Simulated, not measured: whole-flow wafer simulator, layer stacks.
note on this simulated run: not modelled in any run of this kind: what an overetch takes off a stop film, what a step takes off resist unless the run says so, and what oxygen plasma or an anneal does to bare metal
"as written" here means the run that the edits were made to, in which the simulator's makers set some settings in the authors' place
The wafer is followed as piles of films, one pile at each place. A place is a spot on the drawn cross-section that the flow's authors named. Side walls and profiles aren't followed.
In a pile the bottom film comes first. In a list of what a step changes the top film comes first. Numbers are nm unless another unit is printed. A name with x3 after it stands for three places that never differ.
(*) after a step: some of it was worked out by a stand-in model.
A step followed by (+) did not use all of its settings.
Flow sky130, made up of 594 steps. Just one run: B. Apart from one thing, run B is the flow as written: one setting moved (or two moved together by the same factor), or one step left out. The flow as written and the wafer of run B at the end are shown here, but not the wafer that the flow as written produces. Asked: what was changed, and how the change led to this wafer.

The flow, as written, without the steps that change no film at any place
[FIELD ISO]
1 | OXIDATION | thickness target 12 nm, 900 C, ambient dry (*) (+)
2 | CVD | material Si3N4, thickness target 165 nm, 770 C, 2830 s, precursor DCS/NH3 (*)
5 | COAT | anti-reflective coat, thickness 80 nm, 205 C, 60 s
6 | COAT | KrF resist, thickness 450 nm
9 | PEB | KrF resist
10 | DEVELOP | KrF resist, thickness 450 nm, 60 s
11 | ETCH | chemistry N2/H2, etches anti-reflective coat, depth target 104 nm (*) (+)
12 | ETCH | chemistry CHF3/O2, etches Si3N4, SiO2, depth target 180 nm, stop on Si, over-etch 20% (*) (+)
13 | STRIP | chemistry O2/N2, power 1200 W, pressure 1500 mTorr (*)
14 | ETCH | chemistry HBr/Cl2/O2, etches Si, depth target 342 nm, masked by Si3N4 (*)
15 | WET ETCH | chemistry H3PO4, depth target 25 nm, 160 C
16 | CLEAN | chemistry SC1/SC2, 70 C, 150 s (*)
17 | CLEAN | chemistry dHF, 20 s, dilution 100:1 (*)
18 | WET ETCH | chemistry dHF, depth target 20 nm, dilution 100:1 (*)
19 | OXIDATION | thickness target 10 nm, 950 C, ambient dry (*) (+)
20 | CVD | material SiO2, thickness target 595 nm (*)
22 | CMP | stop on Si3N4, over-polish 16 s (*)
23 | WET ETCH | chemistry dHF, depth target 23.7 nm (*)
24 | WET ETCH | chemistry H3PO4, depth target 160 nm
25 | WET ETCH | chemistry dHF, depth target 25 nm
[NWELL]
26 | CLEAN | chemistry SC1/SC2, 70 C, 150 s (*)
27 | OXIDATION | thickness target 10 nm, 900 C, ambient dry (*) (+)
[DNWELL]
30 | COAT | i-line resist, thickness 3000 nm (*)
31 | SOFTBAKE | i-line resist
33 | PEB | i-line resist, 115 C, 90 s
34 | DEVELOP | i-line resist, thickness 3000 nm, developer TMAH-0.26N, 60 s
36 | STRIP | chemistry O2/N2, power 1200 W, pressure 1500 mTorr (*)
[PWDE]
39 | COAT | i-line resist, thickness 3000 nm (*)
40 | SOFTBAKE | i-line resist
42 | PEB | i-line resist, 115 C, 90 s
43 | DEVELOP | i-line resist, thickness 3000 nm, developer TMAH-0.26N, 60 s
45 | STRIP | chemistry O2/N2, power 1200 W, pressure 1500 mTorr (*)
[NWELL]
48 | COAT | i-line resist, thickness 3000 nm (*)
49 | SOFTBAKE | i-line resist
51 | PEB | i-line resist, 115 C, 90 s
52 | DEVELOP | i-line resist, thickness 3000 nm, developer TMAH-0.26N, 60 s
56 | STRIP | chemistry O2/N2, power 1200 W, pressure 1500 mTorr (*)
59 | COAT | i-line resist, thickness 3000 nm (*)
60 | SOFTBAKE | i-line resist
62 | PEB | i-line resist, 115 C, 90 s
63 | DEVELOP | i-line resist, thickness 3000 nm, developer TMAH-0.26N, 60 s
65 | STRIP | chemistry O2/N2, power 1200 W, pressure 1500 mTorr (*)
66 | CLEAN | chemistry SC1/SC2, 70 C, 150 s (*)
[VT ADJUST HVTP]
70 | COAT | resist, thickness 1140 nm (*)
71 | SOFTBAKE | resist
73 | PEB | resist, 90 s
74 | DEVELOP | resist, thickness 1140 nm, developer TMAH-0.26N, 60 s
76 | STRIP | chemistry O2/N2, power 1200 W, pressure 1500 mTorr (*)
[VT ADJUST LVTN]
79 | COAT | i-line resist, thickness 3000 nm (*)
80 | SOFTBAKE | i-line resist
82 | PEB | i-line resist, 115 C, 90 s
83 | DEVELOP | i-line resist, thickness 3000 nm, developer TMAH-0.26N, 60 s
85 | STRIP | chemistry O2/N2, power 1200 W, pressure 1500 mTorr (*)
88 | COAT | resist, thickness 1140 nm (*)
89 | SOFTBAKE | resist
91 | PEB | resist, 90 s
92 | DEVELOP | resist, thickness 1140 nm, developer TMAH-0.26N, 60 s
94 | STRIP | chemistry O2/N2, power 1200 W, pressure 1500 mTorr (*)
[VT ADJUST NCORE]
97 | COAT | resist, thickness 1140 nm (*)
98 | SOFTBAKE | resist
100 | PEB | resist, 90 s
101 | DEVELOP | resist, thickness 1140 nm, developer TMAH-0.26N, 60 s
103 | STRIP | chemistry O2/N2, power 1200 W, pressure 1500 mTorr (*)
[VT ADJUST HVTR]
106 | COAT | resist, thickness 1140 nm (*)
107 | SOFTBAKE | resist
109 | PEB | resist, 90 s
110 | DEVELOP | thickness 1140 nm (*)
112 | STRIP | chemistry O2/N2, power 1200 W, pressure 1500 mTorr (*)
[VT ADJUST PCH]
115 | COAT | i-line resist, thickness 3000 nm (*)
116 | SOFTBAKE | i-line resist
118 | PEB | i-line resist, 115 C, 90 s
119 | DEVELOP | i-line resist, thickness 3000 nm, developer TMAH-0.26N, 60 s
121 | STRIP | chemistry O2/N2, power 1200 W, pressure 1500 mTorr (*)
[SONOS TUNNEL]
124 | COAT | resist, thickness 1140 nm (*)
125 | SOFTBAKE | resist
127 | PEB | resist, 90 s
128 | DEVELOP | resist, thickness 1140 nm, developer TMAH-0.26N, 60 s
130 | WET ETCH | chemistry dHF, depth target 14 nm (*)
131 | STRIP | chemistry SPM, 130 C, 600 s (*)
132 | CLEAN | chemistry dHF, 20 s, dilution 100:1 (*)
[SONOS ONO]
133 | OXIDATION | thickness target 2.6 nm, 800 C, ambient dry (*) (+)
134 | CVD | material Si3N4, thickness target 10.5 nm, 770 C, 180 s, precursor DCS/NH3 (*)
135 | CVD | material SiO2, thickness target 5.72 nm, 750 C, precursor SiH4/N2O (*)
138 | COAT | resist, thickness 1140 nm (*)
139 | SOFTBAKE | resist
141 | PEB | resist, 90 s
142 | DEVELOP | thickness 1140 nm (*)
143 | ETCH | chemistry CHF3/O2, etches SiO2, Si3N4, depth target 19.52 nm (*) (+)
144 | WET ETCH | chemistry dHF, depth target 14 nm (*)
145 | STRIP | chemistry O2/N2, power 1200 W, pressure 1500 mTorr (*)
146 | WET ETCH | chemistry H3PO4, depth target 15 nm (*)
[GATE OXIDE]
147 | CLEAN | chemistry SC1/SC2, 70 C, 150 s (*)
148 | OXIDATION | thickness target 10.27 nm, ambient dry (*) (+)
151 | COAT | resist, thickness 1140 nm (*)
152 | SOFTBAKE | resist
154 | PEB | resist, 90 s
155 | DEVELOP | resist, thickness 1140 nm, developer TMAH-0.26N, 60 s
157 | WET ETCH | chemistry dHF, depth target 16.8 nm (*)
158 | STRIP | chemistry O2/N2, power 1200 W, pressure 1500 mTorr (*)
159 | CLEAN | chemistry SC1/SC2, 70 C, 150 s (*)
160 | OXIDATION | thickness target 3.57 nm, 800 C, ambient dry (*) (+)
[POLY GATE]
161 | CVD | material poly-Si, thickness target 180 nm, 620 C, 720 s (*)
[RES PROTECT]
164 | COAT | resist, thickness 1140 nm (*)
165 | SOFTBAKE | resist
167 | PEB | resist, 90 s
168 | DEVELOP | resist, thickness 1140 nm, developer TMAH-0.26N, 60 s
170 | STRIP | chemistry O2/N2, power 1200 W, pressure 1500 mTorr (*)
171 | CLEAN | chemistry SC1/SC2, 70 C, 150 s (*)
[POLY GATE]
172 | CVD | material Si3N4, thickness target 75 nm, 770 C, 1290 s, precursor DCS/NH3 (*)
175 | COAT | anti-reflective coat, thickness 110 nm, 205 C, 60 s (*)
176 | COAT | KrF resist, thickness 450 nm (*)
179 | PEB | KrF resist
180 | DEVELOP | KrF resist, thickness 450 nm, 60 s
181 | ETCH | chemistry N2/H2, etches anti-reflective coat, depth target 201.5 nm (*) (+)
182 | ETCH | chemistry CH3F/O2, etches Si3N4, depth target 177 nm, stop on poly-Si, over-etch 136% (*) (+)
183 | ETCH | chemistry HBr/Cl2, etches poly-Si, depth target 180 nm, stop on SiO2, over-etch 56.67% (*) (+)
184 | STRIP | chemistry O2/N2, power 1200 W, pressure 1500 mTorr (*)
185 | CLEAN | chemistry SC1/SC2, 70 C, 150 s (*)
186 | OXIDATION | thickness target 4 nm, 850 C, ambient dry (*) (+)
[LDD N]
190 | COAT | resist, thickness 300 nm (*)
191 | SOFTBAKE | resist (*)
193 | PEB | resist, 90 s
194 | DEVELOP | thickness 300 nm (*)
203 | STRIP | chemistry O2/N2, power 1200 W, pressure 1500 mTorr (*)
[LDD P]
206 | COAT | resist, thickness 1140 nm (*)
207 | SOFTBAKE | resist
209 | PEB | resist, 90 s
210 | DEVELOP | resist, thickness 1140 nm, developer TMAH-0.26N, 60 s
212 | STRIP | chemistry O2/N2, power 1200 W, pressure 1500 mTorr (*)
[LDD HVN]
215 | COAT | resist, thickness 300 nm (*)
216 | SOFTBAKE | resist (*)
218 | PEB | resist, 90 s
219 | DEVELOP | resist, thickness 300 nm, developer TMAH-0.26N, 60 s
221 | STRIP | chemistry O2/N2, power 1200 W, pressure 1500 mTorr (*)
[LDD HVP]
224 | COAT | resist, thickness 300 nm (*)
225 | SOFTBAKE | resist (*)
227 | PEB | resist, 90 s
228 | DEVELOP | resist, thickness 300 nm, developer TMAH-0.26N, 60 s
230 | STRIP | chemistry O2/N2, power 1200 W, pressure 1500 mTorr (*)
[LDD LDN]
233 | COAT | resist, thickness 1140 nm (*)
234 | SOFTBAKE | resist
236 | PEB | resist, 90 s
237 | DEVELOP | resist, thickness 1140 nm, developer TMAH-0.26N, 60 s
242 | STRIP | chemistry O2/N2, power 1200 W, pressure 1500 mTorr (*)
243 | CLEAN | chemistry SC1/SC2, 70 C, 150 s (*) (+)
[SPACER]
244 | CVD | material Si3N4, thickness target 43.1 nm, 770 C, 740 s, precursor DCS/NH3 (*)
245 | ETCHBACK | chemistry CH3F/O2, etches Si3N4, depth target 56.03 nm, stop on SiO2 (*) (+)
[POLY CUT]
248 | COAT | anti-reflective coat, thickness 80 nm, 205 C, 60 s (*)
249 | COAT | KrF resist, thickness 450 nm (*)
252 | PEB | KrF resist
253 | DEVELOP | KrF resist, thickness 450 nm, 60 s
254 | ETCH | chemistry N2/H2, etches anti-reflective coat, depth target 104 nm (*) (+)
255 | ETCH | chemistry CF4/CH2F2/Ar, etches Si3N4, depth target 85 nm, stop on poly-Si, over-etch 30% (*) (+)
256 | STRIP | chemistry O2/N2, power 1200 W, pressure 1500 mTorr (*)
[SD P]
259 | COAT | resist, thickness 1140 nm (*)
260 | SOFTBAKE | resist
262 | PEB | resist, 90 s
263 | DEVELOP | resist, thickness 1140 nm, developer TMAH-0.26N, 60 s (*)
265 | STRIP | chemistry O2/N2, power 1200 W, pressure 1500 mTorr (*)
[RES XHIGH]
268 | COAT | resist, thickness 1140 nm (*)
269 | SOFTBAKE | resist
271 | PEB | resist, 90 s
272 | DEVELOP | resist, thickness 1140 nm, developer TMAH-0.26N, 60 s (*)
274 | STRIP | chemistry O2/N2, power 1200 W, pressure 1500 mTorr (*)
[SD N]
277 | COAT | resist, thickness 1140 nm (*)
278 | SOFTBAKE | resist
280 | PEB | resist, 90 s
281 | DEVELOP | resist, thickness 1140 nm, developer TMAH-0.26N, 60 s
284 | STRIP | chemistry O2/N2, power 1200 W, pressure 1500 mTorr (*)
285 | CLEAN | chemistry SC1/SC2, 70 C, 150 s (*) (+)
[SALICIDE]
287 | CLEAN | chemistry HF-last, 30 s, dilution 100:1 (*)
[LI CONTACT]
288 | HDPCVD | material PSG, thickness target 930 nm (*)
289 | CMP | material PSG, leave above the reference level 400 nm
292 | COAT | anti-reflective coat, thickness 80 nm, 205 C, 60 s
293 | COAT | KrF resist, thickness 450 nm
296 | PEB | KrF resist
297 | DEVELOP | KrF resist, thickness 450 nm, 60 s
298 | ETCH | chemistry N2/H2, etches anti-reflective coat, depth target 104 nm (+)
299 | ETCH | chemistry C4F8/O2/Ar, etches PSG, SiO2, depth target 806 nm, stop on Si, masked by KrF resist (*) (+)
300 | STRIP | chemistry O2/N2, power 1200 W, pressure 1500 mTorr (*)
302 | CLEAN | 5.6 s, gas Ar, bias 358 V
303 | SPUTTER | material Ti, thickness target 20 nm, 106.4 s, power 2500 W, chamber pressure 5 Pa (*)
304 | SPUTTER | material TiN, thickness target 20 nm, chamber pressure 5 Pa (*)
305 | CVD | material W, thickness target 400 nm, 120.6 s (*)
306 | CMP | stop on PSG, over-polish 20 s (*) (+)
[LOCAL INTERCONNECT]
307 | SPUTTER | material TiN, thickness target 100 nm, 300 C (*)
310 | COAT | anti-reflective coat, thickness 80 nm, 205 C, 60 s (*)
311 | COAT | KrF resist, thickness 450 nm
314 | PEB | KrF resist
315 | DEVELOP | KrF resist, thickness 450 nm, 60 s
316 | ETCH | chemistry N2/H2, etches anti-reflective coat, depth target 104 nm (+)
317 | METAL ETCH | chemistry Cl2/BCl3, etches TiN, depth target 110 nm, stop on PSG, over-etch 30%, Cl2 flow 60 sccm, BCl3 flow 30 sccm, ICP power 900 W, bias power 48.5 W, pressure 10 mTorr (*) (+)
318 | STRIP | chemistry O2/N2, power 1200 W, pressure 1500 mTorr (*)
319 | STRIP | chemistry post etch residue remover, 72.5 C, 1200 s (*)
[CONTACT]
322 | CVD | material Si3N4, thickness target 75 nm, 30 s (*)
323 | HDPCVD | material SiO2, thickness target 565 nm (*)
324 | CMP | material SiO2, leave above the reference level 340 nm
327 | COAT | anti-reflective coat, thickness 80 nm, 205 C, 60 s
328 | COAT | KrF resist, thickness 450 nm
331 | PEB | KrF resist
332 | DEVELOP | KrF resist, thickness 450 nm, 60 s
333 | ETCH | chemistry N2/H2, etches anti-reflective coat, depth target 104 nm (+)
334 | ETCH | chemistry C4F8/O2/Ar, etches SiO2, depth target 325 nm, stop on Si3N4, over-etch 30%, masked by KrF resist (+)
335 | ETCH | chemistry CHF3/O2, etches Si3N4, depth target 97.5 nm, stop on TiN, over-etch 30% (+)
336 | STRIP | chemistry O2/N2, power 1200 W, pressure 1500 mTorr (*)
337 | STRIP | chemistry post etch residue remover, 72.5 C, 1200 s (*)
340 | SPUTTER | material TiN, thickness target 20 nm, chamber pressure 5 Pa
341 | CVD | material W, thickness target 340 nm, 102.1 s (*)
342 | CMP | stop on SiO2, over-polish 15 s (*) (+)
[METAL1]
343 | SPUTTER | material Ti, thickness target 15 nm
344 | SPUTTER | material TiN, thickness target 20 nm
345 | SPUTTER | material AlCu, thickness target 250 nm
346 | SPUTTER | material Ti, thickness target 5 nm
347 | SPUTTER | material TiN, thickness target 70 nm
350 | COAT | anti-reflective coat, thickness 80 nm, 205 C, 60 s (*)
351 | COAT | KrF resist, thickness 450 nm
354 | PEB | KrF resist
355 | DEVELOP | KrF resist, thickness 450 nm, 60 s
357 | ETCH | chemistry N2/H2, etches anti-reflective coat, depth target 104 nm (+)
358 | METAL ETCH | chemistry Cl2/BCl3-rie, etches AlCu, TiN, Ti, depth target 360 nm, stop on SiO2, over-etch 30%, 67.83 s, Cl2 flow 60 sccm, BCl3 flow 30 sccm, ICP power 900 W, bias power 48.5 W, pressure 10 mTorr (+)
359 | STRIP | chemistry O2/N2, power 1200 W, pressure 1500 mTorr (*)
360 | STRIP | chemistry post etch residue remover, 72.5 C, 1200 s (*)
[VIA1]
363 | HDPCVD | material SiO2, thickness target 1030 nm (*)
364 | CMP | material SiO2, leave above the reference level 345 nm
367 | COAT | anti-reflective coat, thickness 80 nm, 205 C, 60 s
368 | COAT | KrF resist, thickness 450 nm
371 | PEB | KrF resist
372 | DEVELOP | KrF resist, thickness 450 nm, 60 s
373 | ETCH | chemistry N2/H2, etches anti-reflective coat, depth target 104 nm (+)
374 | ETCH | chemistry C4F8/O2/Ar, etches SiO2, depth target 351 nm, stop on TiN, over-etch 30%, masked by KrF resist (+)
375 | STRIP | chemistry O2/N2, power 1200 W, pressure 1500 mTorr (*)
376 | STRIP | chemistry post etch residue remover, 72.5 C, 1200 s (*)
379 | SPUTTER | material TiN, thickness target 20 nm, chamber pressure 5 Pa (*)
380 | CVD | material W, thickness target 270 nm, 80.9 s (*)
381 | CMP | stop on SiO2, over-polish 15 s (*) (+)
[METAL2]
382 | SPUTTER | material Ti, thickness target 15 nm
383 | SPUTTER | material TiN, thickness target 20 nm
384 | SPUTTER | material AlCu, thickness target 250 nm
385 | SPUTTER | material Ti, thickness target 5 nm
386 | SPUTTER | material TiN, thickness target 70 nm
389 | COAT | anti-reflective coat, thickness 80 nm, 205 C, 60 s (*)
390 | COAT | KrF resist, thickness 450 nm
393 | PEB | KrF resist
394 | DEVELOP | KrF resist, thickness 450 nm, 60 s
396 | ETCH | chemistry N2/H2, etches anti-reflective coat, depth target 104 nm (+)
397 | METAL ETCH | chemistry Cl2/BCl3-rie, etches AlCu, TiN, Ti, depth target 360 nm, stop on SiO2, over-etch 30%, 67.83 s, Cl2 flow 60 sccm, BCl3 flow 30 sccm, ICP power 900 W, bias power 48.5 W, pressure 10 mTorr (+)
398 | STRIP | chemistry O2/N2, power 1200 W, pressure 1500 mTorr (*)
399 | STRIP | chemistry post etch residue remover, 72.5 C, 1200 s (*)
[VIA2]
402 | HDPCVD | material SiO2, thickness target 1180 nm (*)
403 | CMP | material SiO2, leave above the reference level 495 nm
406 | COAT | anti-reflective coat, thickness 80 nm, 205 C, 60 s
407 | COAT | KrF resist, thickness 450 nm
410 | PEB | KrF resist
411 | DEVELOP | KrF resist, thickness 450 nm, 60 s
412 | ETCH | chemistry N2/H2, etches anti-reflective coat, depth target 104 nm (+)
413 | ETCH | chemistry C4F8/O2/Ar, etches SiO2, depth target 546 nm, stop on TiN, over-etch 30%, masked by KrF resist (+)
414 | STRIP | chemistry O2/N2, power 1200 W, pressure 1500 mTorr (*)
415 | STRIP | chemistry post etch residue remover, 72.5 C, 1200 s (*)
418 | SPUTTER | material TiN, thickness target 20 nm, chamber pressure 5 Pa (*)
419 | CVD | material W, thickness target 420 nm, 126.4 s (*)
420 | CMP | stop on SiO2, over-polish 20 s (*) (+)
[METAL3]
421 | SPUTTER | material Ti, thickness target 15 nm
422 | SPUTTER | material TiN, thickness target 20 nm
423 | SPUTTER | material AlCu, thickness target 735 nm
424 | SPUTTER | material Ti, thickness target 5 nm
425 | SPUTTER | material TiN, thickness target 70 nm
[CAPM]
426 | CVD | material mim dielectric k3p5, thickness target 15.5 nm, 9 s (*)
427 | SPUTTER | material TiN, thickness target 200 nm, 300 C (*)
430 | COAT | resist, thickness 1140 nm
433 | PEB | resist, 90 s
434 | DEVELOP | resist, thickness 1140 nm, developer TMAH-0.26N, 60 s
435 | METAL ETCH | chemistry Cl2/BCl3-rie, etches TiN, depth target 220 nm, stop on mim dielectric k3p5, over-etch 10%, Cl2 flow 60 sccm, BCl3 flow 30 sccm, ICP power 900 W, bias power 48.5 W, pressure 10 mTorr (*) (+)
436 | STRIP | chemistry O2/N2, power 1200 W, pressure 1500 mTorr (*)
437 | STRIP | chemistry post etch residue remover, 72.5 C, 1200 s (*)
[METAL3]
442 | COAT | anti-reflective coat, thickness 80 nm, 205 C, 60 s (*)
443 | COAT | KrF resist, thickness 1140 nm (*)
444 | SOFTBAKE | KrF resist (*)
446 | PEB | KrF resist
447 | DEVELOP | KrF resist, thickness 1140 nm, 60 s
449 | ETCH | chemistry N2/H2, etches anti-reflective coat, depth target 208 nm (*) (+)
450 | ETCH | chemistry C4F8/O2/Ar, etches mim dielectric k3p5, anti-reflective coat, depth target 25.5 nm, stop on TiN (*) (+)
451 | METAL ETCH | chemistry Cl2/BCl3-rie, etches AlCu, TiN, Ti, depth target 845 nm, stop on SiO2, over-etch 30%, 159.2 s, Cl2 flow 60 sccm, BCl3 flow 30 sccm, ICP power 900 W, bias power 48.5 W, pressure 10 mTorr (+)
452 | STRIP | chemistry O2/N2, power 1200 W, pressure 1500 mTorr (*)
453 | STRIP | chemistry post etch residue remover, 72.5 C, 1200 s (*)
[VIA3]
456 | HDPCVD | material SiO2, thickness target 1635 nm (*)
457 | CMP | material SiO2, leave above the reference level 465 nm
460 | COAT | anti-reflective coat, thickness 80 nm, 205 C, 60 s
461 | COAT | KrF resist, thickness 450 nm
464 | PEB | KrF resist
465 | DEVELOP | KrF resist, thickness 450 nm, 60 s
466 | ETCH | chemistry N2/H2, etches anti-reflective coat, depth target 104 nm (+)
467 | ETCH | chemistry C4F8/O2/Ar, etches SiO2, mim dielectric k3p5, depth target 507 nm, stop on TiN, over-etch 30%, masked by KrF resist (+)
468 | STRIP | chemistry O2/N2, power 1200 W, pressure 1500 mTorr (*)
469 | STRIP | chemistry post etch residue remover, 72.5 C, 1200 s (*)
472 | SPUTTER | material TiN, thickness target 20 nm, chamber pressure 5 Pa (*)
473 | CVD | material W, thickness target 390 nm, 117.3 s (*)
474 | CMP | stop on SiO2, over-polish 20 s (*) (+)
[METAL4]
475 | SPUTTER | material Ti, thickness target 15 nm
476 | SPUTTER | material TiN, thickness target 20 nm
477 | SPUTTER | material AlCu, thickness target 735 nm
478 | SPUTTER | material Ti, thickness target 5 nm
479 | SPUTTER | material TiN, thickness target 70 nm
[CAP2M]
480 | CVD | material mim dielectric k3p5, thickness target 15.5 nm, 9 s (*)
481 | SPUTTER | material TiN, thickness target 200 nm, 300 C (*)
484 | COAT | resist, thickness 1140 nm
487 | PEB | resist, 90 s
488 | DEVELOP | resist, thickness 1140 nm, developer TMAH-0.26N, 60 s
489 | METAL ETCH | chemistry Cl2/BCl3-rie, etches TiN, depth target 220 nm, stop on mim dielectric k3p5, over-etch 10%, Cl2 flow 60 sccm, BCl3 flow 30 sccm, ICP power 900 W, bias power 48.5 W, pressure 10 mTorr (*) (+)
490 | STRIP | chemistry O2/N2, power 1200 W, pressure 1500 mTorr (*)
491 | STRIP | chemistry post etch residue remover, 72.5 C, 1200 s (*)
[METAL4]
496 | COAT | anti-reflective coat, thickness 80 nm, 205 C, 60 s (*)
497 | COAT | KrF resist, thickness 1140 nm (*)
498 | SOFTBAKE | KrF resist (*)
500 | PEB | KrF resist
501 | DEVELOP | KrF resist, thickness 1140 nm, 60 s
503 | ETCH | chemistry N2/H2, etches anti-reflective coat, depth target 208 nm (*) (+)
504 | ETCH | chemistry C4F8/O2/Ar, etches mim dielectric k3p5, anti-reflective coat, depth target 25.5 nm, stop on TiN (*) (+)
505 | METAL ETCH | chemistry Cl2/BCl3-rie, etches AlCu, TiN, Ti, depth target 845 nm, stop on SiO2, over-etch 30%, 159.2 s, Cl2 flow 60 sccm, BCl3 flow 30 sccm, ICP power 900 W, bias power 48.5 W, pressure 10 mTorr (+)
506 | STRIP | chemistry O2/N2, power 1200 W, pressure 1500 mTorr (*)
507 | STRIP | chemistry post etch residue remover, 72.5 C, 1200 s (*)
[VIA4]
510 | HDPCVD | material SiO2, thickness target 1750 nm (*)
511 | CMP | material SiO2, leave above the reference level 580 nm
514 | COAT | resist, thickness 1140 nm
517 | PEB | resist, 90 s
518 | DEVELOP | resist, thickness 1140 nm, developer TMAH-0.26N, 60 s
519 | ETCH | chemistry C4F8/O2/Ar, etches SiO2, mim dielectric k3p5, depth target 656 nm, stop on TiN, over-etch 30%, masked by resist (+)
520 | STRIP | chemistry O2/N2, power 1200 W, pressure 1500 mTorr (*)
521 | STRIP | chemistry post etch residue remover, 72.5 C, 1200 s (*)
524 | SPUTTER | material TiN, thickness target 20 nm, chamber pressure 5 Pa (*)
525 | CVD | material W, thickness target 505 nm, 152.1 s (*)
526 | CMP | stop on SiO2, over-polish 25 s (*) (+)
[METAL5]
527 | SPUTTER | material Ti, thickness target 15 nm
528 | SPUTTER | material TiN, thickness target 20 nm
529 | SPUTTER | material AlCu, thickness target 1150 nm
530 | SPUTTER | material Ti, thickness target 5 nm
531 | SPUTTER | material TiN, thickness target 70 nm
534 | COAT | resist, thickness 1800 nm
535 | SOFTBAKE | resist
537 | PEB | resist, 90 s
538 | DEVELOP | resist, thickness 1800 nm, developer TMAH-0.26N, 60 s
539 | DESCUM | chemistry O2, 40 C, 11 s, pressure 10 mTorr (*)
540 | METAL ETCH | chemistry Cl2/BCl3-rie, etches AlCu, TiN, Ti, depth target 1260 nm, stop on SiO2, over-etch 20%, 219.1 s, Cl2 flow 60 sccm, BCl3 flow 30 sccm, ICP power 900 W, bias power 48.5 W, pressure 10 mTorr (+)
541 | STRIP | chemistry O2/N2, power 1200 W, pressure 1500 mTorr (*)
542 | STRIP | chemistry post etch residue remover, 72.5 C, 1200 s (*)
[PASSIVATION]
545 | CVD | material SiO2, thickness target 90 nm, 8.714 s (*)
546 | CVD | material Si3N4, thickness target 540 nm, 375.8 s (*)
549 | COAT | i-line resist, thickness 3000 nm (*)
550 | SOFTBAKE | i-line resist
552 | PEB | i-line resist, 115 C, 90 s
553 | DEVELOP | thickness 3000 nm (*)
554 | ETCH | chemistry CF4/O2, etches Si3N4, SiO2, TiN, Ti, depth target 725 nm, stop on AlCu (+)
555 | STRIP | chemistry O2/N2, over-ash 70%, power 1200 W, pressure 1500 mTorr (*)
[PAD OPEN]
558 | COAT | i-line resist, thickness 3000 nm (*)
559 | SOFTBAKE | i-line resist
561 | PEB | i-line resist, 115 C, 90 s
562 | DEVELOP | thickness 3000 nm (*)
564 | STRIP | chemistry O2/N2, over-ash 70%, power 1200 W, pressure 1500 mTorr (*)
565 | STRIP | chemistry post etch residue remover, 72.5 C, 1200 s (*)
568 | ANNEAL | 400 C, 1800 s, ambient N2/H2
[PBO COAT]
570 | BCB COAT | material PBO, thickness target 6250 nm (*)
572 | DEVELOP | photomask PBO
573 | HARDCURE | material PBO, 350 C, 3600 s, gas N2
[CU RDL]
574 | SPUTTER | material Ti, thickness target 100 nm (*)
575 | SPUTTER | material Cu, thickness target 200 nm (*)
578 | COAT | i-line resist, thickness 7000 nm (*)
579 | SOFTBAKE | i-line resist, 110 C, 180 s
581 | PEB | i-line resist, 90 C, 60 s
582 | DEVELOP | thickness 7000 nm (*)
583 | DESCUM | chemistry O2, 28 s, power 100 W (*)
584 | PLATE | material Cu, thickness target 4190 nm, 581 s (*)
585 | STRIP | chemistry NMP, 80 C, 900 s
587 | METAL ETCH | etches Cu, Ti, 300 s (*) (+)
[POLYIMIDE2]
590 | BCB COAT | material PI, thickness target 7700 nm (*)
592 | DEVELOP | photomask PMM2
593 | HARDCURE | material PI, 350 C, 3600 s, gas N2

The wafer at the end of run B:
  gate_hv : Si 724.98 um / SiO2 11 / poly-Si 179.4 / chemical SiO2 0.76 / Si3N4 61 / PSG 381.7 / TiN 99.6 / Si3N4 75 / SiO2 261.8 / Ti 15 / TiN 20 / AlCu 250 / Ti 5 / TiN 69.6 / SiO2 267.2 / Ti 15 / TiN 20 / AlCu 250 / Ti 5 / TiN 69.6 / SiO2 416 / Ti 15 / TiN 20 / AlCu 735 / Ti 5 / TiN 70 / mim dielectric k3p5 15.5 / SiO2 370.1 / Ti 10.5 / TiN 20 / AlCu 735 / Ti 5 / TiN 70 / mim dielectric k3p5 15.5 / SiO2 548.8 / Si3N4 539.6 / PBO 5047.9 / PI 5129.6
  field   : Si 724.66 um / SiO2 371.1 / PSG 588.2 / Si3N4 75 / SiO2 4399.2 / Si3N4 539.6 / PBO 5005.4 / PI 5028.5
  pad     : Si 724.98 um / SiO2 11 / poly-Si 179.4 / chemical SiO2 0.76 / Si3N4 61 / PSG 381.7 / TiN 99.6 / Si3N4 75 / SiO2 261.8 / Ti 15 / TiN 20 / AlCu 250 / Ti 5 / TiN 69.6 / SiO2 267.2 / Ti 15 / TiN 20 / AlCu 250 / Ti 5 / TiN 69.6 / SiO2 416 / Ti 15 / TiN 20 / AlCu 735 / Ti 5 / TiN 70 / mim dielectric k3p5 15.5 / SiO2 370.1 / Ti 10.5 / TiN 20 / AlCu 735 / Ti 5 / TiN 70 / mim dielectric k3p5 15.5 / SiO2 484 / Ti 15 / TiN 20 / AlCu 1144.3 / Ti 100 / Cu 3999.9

Cause: step 475, SPUTTER: thickness target 10.5 nm was run, while the flow as written has thickness target 15 nm.
The wafer lets one read it off: gate_hv has Ti 10.5, and step 475 as written asks for 15 nm.

The path from the change to this, step by step:
  475 | SPUTTER | material Ti, thickness target 15 nm
      field, active, n_well and 189 more: +10.5 Ti (new film) (as written it would have been: +15 Ti (new film))
  505 | METAL ETCH | chemistry Cl2/BCl3-rie, etches AlCu, TiN, Ti, depth target 845 nm, stop on SiO2, over-etch 30%, 159.2 s, Cl2 flow 60 sccm, BCl3 flow 30 sccm, ICP power 900 W, bias power 48.5 W, pressure 10 mTorr (+)
      field, active, gate and 70 more: -70 TiN (all of it), -5 Ti (all of it), -735 AlCu (all of it), -20 TiN (all of it), -10.5 Ti (all of it), -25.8 SiO2 (as written it would have been: -70 TiN (all of it), -5 Ti (all of it), -735 AlCu (all of it), -20 TiN (all of it), -15 Ti (all of it), -25.4 SiO2)
      vpp_iso1, mim_edge_plate, m1_ln and 12 more: -70 TiN (all of it), -5 Ti (all of it), -735 AlCu (all of it), -20 TiN (all of it), -10.5 Ti (all of it), -25.8 SiO2 (as written it would have been: -70 TiN (all of it), -5 Ti (all of it), -735 AlCu (all of it), -20 TiN (all of it), -15 Ti (all of it), -25.3 SiO2)
